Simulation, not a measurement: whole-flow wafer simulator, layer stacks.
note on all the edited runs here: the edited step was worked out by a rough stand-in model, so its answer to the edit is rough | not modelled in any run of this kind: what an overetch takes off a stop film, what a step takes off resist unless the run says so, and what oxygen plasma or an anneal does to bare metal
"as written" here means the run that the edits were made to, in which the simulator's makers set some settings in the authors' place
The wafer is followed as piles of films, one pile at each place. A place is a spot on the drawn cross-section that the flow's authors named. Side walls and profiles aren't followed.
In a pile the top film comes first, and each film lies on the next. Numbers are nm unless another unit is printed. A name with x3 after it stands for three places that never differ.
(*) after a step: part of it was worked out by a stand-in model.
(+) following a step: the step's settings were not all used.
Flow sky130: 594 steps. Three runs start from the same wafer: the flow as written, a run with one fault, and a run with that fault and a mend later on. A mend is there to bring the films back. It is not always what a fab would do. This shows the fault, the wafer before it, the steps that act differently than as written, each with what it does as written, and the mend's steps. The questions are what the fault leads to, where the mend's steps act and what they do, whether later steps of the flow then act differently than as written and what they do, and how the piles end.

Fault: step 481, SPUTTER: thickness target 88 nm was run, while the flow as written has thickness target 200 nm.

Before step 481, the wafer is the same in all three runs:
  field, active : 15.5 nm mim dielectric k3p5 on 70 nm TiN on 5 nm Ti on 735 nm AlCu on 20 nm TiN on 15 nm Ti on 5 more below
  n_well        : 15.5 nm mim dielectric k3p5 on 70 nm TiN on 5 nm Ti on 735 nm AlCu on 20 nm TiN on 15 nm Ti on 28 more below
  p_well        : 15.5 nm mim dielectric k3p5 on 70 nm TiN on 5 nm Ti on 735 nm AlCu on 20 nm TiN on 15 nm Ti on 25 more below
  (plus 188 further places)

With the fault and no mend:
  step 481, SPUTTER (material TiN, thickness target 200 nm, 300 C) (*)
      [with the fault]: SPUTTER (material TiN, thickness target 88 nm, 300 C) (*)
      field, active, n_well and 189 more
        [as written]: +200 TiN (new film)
        [with the fault]: +88 TiN (new film)
  Steps further on in the flow that do not act as written (4 more steps, not shown, differ only slightly: by at most 2% or 0.5 nm, whichever is larger):
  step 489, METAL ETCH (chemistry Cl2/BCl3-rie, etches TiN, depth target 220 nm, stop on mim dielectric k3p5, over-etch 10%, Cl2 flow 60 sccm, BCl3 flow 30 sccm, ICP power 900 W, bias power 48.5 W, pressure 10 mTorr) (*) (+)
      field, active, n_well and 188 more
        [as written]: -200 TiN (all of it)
        [with the fault]: -88 TiN (all of it)
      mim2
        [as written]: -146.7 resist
        [with the fault]: -64.5 resist
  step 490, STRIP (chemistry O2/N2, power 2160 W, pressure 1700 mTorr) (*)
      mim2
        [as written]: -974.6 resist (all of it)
        [with the fault]: -1056.7 resist (all of it)
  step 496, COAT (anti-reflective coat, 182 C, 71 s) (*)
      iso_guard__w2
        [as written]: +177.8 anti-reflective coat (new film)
        [with the fault]: +109.7 anti-reflective coat (new film)
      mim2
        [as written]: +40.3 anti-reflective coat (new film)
        [with the fault]: +34.8 anti-reflective coat (new film)
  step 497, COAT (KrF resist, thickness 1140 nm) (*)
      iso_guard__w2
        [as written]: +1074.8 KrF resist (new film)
        [with the fault]: +1120.8 KrF resist (new film)
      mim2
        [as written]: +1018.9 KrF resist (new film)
        [with the fault]: +1109.5 KrF resist (new film)
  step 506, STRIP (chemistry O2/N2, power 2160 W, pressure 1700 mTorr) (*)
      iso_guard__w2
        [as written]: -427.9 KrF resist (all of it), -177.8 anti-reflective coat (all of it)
        [with the fault]: -473.8 KrF resist (all of it), -109.7 anti-reflective coat (all of it)
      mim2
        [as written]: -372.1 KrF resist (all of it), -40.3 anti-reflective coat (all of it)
        [with the fault]: -462.5 KrF resist (all of it), -34.8 anti-reflective coat (all of it)
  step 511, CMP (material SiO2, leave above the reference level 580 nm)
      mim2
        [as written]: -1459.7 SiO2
        [with the fault]: -1347.7 SiO2
  By the end, the piles at mim2 depart from the flow's by more than 2% or 0.5 nm, whichever is larger.
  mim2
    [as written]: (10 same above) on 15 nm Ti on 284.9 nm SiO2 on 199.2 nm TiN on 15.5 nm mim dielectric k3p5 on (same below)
    [with the fault]: (10 same above) on 15 nm Ti on 396.9 nm SiO2 on 87.2 nm TiN on 15.5 nm mim dielectric k3p5 on (same below)

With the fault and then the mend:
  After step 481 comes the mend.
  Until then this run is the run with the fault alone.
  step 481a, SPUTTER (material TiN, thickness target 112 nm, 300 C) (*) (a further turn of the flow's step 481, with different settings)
      field, active, n_well and 189 more
        +112 TiN
  None of the later steps of the flow acts differently than as written at any place that is followed.
  By the end, the piles equal the flow's at every place that both follow.
